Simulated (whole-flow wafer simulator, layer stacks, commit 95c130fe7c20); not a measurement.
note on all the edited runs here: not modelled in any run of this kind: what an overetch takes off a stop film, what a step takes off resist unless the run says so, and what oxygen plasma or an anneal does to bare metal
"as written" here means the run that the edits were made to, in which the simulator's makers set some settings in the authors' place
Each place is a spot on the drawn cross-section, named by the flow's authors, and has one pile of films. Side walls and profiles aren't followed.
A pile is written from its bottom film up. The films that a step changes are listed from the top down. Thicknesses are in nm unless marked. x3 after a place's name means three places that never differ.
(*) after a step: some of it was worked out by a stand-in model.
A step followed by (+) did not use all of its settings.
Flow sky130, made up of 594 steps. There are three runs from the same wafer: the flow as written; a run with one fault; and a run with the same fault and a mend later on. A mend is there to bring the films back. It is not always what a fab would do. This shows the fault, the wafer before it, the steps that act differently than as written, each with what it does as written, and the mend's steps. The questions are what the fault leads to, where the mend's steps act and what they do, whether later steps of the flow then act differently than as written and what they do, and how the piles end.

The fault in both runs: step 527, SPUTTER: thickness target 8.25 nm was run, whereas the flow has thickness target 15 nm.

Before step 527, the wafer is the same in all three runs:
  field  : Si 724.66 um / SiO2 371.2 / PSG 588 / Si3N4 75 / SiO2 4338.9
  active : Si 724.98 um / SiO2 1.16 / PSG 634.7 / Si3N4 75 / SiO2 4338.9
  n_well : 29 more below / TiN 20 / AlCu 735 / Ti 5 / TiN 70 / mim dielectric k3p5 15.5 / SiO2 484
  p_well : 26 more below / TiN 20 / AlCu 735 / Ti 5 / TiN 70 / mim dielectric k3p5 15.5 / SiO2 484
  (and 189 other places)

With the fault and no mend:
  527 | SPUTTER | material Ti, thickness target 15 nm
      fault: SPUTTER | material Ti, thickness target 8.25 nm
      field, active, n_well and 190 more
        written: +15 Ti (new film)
        fault: +8.25 Ti (new film)
  Later steps of the flow acting differently than as written (not shown: 19 more steps that differ only slightly, by at most 2% or 0.5 nm, whichever is larger):
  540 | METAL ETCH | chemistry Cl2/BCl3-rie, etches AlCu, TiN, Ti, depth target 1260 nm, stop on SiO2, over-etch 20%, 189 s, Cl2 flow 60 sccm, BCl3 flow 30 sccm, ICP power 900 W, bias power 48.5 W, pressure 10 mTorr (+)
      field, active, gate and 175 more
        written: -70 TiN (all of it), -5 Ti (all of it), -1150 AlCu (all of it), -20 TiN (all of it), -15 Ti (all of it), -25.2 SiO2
        fault: -70 TiN (all of it), -5 Ti (all of it), -1150 AlCu (all of it), -20 TiN (all of it), -8.25 Ti (all of it), -25.9 SiO2
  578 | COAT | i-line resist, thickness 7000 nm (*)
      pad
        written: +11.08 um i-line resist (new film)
        fault: +11.09 um i-line resist (new film)
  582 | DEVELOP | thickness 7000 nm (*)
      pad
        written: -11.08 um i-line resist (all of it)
        fault: -11.09 um i-line resist (all of it)
  The piles end different from the flow's at n_well, p_well, sd_n and 12 more by more than 2% or 0.5 nm, whichever is larger.
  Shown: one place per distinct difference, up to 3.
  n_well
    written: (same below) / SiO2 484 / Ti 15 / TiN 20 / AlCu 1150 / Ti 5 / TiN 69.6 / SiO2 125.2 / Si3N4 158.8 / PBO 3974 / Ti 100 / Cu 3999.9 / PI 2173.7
    fault: (same below) / SiO2 484 / Ti 8.25 / TiN 20 / AlCu 1150 / Ti 5 / TiN 69.6 / SiO2 125.2 / Si3N4 158.8 / PBO 3978.9 / Ti 100 / Cu 3999.9 / PI 2174.5
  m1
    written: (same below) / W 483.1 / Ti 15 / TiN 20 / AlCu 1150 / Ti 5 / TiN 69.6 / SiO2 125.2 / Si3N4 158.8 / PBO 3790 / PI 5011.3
    fault: (same below) / W 483.1 / Ti 8.25 / TiN 20 / AlCu 1150 / Ti 5 / TiN 69.6 / SiO2 125.2 / Si3N4 158.8 / PBO 3795.6 / PI 5011.6
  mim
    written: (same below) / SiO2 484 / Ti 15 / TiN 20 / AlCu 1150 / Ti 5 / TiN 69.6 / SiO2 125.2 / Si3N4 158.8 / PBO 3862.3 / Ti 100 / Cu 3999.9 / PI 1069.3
    fault: (same below) / SiO2 484 / Ti 8.25 / TiN 20 / AlCu 1150 / Ti 5 / TiN 69.6 / SiO2 125.2 / Si3N4 158.8 / PBO 3867.5 / Ti 100 / Cu 3999.9 / PI 1069.9

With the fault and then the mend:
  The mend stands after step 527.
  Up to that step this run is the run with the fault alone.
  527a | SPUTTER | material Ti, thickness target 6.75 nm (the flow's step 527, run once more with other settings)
      field, active, n_well and 190 more
        +6.75 Ti
  None of the later steps of the flow acts differently than as written at any place that is followed.
  The piles end the same as the flow's at every place that both follow.
